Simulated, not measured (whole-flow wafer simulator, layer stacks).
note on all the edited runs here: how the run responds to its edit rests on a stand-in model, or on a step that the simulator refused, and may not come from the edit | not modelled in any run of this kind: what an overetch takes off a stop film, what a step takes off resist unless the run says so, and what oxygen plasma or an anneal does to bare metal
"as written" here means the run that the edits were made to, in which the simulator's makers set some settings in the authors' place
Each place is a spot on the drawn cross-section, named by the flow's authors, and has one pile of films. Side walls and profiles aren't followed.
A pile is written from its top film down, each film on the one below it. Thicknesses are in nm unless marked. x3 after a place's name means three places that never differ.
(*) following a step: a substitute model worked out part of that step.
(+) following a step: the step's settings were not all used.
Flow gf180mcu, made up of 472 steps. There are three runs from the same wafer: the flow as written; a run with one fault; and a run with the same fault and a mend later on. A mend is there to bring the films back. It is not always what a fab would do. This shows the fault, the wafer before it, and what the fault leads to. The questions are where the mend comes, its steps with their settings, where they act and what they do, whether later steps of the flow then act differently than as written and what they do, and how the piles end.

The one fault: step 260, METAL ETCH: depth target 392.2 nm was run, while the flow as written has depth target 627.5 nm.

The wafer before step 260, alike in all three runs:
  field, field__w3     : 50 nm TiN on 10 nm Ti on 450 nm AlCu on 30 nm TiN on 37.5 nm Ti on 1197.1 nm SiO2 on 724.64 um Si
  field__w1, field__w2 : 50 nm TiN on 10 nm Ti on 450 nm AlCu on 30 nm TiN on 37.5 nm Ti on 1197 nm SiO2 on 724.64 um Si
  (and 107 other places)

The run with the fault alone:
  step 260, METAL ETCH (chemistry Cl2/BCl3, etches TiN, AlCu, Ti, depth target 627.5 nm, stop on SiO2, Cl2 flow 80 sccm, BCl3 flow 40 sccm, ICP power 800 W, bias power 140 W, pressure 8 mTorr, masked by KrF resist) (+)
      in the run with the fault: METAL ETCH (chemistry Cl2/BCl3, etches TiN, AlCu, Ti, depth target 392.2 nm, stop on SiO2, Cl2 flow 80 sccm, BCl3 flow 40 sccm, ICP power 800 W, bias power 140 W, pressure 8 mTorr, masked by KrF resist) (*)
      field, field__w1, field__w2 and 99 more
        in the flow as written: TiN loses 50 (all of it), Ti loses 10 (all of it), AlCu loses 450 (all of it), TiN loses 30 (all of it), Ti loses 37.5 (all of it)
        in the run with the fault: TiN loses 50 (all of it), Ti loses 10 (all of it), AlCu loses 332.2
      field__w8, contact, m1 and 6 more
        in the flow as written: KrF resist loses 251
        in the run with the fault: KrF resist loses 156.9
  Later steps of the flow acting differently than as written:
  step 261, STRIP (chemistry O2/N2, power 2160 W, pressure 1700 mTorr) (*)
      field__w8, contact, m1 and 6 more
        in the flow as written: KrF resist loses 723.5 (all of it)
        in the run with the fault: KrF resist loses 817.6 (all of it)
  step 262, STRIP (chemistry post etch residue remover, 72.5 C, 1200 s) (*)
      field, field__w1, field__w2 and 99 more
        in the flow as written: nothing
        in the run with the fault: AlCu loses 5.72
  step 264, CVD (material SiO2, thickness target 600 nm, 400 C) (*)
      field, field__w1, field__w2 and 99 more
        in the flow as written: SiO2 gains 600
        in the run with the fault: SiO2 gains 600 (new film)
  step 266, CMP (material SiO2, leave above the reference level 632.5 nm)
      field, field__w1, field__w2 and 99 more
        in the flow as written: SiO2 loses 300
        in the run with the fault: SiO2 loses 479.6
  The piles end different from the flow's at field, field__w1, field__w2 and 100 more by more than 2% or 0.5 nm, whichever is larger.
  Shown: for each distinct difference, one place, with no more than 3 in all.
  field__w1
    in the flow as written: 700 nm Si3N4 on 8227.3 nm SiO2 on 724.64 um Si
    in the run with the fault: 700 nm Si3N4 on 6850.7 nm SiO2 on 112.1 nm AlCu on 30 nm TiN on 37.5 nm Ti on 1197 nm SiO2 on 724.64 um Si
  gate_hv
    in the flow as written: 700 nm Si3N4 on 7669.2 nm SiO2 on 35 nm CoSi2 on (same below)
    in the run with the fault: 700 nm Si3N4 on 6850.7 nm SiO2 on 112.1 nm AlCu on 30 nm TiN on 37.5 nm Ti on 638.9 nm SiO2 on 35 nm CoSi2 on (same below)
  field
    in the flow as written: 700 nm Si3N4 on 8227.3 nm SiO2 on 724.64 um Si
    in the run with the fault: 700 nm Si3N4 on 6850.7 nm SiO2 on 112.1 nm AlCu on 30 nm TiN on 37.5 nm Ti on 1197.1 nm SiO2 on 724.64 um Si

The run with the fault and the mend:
  The mend stands after step 262.
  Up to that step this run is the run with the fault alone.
  step 262a, DEHYDRATE (200 C, 60 s) (a further turn of the flow's step 253)
      alters no film at any place that is followed
  step 262b, HMDS (120 C, 60 s) (a further turn of the flow's step 254)
      alters no film at any place that is followed
  step 262c, COAT (KrF resist, thickness 1000 nm) (*) (a further turn of the flow's step 255)
      iso_ptap_pw, iso_ntap_nw, iso_nw_fld and 33 more
        KrF resist gains 1000 (new film)
      field_sub__w2, field_sub__w4, gate_nat and 10 more
        KrF resist gains 1002.5 (new film)
      field__w2, field__w3, field__w12 and 9 more
        KrF resist gains 1002.7 (new film)
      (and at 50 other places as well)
  step 262d, SOFTBAKE (KrF resist) (a further turn of the flow's step 256)
      alters no film at any place that is followed
  step 262e, EXPOSE (photomask Metal1) (a further turn of the flow's step 257)
      alters no film at any place that is followed
  step 262f, PEB (KrF resist, 135 C, 90 s) (a further turn of the flow's step 258)
      field__w1, field__w2, field__w3 and 56 more
        KrF resist loses 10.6
      iso_ptap_pw, iso_ntap_nw, iso_nw_fld and 33 more
        KrF resist loses 10.5
      gate_hv, sd_p, nw_sep_fld
        KrF resist loses 10.7
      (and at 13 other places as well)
  step 262g, DEVELOP (thickness 1000 nm, 60 s) (a further turn of the flow's step 259)
      iso_ptap_pw, iso_ntap_nw, iso_nw_fld and 33 more
        KrF resist loses 989.5 (all of it)
      field__w12, field_sub, field_sub__w3 and 8 more
        KrF resist loses 992.1 (all of it)
      field_sub__w2, field_sub__w4, gate_nat and 8 more
        KrF resist loses 991.9 (all of it)
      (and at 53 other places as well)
  step 262h, METAL ETCH (chemistry Cl2/BCl3, etches TiN, AlCu, Ti, depth target 235.3 nm, stop on SiO2, Cl2 flow 80 sccm, BCl3 flow 40 sccm, ICP power 800 W, bias power 140 W, pressure 8 mTorr, masked by KrF resist) (+) (a further turn of the flow's step 260, with different settings)
      field, field__w1, field__w2 and 99 more
        AlCu loses 112.1 (all of it), TiN loses 30 (all of it), Ti loses 37.5 (all of it)
      field__w8, contact, m1 and 6 more
        KrF resist loses 94.1
  step 262i, STRIP (chemistry O2/N2, power 2160 W, pressure 1700 mTorr) (*) (a further turn of the flow's step 261)
      field__w8
        KrF resist loses 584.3 (all of it)
      contact
        KrF resist loses 582.3 (all of it)
      m1
        KrF resist loses 584.5 (all of it)
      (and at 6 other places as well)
  step 262j, STRIP (chemistry post etch residue remover, 72.5 C, 1200 s) (*) (a further turn of the flow's step 262)
      field__w8, contact, m1 and 6 more
        TiN loses 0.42
  None of the later steps of the flow differs from how it acts as written, at any place that is followed, by more than 2% or 0.5 nm, whichever is larger.
  The piles end only slightly different from the flow's at the places that both follow, by no more than 2% or 0.5 nm, whichever is larger.
